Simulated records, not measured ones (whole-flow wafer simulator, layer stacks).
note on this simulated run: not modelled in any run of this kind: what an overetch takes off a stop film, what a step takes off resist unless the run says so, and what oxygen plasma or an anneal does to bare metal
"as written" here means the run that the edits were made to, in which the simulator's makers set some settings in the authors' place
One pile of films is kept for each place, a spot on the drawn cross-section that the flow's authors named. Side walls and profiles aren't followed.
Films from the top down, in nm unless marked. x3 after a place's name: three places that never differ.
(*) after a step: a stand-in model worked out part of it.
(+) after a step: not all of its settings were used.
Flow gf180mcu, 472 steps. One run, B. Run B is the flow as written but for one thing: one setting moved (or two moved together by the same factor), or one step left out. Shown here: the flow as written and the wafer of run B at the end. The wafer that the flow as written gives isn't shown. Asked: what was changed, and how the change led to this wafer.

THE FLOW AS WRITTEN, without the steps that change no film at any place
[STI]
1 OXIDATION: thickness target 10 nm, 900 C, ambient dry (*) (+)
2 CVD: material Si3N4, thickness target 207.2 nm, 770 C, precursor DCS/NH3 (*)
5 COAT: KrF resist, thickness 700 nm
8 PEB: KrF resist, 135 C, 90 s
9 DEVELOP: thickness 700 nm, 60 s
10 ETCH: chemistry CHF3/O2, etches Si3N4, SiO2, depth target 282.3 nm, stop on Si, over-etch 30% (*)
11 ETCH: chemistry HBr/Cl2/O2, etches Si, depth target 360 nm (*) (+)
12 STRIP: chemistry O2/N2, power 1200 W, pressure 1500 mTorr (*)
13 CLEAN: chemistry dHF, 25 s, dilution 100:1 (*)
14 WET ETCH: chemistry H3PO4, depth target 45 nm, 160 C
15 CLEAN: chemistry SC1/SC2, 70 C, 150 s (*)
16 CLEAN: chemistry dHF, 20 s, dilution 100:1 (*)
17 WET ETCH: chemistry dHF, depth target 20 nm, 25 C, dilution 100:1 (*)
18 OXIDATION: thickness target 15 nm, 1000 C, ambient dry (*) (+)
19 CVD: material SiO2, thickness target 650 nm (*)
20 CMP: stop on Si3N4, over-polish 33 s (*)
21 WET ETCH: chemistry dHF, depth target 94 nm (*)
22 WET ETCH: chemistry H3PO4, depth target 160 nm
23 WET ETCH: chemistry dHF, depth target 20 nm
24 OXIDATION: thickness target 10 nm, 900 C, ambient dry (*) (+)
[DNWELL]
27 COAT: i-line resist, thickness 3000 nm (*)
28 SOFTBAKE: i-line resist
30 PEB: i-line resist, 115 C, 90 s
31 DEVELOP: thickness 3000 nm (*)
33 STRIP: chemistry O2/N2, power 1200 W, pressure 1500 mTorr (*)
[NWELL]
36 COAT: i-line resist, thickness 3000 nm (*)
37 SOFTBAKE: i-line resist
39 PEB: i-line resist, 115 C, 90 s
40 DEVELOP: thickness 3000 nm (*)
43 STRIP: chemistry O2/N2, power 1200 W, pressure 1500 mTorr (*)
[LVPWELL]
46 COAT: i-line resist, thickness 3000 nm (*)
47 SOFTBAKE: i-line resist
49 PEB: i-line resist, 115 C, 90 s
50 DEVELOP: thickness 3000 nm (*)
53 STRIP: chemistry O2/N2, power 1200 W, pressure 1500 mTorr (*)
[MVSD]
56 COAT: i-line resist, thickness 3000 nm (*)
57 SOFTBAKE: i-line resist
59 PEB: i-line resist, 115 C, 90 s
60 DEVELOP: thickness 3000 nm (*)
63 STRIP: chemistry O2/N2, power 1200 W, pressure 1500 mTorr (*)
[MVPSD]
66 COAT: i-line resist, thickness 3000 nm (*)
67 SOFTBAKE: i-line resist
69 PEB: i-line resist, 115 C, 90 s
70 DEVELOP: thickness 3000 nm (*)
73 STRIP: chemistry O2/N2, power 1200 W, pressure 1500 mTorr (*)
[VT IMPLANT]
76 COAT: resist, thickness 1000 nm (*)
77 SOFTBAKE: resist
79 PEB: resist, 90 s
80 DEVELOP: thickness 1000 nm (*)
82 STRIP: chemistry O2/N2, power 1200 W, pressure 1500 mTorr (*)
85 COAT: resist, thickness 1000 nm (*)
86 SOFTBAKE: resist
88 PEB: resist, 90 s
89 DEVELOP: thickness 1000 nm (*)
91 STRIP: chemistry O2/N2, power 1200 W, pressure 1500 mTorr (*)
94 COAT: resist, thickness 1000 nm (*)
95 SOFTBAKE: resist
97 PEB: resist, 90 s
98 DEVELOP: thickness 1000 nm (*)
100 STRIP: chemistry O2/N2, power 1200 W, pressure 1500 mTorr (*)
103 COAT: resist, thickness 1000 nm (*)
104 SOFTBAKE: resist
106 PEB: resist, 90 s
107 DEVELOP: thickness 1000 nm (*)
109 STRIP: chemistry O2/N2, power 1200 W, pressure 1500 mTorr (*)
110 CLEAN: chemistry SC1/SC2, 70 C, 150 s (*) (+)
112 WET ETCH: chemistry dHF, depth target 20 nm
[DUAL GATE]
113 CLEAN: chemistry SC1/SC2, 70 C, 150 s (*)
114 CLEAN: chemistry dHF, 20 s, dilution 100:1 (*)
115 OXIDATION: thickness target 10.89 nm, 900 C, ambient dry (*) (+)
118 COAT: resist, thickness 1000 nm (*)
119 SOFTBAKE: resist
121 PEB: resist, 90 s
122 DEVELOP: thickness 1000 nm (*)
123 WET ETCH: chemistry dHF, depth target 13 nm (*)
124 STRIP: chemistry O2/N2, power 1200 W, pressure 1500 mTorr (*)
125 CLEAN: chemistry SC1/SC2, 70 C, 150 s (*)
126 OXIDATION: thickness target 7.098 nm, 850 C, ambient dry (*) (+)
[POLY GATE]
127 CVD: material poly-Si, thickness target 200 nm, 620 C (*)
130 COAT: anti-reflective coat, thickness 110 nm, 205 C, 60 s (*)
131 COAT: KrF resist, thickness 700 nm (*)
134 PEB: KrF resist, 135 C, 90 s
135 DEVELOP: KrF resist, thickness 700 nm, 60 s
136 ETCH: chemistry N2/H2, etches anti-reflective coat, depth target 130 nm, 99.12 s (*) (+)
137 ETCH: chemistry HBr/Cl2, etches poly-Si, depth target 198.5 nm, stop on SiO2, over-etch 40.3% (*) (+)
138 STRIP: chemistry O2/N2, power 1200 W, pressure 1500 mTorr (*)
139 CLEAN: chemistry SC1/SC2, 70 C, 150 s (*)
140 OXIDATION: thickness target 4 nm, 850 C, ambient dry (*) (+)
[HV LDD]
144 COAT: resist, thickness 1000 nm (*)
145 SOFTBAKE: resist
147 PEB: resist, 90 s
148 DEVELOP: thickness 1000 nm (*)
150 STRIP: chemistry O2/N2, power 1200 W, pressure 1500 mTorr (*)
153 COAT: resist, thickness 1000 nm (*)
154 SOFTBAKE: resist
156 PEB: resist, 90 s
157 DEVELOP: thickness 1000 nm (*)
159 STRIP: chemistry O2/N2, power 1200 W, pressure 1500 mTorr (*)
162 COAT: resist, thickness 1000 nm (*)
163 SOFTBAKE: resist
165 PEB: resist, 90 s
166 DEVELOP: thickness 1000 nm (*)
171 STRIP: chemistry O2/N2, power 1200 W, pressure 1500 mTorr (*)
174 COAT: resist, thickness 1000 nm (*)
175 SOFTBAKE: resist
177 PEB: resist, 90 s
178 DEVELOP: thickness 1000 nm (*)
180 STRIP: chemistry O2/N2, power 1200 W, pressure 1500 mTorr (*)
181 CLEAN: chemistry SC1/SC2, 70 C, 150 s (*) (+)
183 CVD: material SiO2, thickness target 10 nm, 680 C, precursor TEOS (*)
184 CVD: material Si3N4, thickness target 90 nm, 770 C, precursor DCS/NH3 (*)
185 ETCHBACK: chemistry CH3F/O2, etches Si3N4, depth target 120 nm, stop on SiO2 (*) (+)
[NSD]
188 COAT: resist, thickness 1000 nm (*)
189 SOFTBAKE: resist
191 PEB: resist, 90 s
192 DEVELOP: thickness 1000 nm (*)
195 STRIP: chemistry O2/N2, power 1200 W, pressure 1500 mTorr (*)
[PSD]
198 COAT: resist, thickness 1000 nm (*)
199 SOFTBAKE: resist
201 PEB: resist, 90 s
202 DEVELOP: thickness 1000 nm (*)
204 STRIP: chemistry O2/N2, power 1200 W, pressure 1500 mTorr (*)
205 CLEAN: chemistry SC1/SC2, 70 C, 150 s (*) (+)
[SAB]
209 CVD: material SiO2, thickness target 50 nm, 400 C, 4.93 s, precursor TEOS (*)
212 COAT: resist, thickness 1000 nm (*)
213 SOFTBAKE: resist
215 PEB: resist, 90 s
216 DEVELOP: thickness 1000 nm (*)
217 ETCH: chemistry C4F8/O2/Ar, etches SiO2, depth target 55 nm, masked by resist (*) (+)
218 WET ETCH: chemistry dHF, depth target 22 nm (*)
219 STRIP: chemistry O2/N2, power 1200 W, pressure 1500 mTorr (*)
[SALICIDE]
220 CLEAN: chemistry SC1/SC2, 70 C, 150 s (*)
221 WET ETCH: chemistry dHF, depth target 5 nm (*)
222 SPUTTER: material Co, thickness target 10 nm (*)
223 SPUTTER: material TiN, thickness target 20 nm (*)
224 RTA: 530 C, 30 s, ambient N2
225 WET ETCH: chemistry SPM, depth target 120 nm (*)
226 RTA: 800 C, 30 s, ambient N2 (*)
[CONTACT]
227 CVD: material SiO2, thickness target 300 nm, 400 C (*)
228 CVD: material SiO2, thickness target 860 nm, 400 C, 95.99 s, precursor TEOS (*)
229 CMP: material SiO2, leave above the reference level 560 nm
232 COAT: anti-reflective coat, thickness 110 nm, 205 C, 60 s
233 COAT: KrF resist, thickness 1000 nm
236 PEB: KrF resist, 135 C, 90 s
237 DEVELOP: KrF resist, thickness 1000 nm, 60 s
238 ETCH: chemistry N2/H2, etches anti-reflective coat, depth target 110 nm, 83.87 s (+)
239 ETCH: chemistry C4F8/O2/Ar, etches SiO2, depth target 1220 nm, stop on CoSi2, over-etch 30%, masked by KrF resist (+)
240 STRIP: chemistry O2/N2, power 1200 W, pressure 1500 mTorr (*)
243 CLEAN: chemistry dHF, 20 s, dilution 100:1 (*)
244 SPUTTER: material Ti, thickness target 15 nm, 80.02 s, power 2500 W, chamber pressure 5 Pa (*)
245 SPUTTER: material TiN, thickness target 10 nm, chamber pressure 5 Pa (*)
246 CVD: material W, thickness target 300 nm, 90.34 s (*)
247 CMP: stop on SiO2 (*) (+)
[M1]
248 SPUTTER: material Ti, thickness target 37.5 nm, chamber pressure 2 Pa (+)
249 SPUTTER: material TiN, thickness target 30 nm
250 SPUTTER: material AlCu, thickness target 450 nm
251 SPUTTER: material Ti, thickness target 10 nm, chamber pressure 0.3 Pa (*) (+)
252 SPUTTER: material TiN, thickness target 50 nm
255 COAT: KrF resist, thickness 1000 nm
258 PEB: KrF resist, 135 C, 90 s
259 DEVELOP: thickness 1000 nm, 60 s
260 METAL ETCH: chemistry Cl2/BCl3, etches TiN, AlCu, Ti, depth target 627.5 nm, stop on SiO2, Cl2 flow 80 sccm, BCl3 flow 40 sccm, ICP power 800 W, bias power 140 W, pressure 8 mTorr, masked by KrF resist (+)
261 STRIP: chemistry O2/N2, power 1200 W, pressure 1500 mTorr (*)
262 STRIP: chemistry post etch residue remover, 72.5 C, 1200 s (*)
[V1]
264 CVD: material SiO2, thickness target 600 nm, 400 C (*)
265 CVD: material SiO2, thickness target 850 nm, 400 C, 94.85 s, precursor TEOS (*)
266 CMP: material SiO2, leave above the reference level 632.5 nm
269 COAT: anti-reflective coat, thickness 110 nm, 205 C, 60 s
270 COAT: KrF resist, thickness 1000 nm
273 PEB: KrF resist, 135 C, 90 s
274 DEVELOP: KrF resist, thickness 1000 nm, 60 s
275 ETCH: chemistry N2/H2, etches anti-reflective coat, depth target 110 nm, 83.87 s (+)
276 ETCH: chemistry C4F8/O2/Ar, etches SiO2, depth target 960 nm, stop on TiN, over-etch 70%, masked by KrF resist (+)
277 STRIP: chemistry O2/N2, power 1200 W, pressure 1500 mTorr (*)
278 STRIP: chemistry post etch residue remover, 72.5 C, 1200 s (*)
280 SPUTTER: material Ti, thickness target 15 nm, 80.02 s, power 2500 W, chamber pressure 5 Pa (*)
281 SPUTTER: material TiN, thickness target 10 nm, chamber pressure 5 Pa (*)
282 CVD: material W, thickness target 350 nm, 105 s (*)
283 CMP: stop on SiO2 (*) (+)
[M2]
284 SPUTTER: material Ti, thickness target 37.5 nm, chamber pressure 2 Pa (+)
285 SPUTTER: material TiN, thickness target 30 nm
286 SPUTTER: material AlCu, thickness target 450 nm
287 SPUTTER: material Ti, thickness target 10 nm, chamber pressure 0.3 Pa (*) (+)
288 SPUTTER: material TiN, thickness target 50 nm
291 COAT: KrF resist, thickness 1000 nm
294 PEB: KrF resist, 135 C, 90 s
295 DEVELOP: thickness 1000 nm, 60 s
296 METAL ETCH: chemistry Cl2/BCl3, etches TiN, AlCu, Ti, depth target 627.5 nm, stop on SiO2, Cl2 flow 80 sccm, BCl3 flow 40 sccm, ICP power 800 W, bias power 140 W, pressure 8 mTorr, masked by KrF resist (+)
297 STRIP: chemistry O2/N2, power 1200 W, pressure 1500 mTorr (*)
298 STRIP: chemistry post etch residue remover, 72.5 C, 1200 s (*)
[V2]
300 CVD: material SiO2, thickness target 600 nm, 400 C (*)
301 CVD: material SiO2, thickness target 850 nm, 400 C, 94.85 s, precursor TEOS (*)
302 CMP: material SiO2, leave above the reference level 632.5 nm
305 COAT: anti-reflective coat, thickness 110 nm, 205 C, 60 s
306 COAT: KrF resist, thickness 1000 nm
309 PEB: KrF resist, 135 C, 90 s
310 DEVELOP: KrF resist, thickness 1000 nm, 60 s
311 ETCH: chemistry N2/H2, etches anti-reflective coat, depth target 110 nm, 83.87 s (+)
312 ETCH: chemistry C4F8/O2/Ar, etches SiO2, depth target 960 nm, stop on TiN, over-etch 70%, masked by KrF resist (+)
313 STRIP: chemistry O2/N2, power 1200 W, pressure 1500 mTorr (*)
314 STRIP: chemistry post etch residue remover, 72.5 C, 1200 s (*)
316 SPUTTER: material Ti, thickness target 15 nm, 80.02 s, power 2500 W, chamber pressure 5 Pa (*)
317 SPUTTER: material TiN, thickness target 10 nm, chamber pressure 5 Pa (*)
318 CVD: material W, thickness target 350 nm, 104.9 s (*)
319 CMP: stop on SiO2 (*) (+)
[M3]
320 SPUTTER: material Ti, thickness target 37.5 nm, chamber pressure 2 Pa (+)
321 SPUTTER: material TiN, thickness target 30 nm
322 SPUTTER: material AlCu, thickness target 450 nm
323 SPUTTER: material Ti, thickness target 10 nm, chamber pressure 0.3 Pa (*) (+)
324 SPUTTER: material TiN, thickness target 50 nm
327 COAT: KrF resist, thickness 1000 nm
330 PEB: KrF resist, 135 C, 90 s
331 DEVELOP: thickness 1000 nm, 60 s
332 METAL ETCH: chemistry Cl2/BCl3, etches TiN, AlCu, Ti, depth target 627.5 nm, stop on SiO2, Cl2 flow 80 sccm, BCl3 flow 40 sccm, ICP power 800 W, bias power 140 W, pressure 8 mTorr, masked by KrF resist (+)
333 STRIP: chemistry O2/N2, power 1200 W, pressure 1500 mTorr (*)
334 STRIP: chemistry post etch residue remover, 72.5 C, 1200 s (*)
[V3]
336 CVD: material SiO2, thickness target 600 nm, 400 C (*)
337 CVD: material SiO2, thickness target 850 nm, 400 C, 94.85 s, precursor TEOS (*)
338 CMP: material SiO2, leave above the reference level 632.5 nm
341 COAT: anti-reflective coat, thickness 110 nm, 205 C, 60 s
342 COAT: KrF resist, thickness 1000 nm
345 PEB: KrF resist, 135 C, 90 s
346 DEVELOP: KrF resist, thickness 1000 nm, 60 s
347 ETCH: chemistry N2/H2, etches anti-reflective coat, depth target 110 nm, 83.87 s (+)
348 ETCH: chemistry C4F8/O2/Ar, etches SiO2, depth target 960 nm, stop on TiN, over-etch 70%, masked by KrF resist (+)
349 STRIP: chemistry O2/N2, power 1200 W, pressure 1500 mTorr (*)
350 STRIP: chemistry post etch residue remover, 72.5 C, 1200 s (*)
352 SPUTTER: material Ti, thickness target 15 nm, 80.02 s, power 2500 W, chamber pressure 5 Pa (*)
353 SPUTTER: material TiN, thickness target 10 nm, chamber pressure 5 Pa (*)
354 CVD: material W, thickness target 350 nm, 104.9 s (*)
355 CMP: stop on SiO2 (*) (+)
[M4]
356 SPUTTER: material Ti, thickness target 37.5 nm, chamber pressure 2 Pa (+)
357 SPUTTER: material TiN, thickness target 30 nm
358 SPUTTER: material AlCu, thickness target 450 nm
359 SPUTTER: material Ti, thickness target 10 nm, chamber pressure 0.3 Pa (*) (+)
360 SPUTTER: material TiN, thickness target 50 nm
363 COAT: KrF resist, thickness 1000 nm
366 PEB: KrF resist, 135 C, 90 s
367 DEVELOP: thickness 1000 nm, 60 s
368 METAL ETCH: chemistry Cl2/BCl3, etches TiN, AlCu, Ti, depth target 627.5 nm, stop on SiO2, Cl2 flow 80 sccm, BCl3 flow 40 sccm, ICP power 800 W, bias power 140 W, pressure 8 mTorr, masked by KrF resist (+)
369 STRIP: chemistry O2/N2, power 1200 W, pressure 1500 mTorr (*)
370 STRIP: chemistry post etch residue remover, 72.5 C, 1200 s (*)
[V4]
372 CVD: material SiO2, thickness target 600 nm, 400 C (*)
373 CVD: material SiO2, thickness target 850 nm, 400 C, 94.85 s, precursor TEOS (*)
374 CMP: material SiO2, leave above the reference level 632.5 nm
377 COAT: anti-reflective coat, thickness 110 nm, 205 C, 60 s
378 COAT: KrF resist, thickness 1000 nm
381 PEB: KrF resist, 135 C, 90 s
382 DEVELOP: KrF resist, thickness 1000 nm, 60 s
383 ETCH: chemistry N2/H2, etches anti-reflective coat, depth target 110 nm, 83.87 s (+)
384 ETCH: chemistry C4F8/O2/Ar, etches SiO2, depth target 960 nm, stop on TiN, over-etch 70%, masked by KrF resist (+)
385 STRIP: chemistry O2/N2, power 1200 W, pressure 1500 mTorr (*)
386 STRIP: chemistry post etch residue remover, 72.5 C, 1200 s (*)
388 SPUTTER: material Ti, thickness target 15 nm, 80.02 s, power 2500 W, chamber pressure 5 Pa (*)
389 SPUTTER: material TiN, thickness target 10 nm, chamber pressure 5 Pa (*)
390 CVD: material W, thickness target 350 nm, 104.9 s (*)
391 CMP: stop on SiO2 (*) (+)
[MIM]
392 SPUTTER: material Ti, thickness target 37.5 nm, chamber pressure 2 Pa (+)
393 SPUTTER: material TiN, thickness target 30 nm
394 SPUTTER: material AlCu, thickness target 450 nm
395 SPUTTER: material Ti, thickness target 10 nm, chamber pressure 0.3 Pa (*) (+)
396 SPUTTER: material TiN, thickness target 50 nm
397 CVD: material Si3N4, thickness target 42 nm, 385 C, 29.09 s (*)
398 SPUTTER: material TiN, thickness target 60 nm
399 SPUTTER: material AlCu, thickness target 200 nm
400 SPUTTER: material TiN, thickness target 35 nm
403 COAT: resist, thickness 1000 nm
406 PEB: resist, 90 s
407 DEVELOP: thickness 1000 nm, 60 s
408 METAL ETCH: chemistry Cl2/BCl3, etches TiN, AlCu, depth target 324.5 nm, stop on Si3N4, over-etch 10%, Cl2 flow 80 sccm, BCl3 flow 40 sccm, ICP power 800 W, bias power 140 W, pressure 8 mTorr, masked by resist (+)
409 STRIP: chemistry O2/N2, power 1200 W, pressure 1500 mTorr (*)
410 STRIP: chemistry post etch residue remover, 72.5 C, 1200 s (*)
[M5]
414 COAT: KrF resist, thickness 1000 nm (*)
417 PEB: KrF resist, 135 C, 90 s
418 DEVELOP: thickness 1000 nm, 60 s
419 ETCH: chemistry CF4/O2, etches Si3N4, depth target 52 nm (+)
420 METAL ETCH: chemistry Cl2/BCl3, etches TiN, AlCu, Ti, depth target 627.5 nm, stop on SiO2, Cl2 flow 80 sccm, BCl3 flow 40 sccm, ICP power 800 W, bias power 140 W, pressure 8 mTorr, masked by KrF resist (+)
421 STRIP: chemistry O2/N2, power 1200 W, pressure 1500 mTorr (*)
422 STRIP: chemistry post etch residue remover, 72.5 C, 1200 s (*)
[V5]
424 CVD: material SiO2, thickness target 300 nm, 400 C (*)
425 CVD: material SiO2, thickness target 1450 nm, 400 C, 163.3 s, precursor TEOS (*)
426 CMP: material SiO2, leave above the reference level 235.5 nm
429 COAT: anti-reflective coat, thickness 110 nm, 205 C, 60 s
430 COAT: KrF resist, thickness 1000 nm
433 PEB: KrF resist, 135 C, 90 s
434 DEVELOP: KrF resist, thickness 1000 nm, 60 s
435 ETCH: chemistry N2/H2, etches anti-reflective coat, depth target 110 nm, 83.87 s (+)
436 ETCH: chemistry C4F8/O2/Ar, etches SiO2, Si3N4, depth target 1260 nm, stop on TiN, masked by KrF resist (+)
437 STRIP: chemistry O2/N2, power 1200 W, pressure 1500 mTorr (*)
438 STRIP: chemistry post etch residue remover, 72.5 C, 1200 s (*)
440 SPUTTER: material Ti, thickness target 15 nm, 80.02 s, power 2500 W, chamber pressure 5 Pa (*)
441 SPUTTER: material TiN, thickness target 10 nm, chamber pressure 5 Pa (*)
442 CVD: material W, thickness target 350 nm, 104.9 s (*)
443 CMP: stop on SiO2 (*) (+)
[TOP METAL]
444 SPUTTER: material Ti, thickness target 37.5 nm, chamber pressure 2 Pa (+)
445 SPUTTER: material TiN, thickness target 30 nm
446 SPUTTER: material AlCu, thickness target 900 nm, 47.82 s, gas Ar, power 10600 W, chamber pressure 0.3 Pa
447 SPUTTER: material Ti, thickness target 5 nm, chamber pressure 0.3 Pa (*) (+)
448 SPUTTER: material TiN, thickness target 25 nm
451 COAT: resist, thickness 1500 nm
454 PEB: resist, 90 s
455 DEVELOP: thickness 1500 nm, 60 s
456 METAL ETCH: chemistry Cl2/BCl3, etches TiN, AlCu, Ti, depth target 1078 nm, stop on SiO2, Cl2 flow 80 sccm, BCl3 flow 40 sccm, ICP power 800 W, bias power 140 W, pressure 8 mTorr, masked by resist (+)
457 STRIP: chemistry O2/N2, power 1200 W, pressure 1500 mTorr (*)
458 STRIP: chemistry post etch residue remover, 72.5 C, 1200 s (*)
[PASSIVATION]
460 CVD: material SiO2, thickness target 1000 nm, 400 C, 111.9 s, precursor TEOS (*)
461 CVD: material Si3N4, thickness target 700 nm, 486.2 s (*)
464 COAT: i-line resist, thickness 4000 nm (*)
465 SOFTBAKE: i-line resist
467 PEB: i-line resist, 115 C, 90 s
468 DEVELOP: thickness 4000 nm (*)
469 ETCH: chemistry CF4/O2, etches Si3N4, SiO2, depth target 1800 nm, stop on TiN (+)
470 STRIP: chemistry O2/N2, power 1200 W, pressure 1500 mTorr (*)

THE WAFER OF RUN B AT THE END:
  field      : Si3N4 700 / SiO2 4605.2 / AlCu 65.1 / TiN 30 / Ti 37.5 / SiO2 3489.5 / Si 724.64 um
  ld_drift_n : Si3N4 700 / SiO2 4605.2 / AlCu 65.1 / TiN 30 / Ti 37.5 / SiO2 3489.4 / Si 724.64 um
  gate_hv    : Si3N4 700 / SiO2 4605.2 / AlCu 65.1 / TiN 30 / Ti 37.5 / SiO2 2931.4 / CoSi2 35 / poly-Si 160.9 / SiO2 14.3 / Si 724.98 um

The cause: step 332, METAL ETCH: depth target 439.2 nm was run, where the flow has depth target 627.5 nm.

How the change led to this, step by step:
  332 METAL ETCH: chemistry Cl2/BCl3, etches TiN, AlCu, Ti, depth target 627.5 nm, stop on SiO2, Cl2 flow 80 sccm, BCl3 flow 40 sccm, ICP power 800 W, bias power 140 W, pressure 8 mTorr, masked by KrF resist (+)
      field, field__w1, field__w2 and 103 more: TiN -50 (all of it), Ti -10 (all of it), AlCu -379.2 (as written it would be: TiN -50 (all of it), Ti -10 (all of it), AlCu -450 (all of it), TiN -30 (all of it), Ti -37.5 (all of it))
      field__w8, contact, m1, m1__w1, m1_nw: KrF resist -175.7 (as written it would be: KrF resist -251)
  333 STRIP: chemistry O2/N2, power 1200 W, pressure 1500 mTorr (*)
      field__w8, contact, m1, m1__w1, m1_nw: KrF resist -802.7 (all of it) (as written it would be: KrF resist -727.4 (all of it))
  334 STRIP: chemistry post etch residue remover, 72.5 C, 1200 s (*)
      field, field__w1, field__w2 and 103 more: AlCu -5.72 (as written it would be: nothing)
  336 CVD: material SiO2, thickness target 600 nm, 400 C (*)
      field, field__w1, field__w2 and 103 more: SiO2 +600 (new film) (as written it would be: SiO2 +600)
  338 CMP: material SiO2, leave above the reference level 632.5 nm
      field, field__w1, field__w2 and 103 more: SiO2 -432.6 (as written it would be: SiO2 -300)
Counting metal films that touch as one body, field has 1 body; the flow as written gives 0 bodies.
Counting metal films that touch as one body, ld_drift_n has 1 body; the flow as written gives 0 bodies.
Counting metal films that touch as one body, gate_hv has 2 bodies (between them, from the top down: SiO2 2931.4); the flow as written gives 1 body.
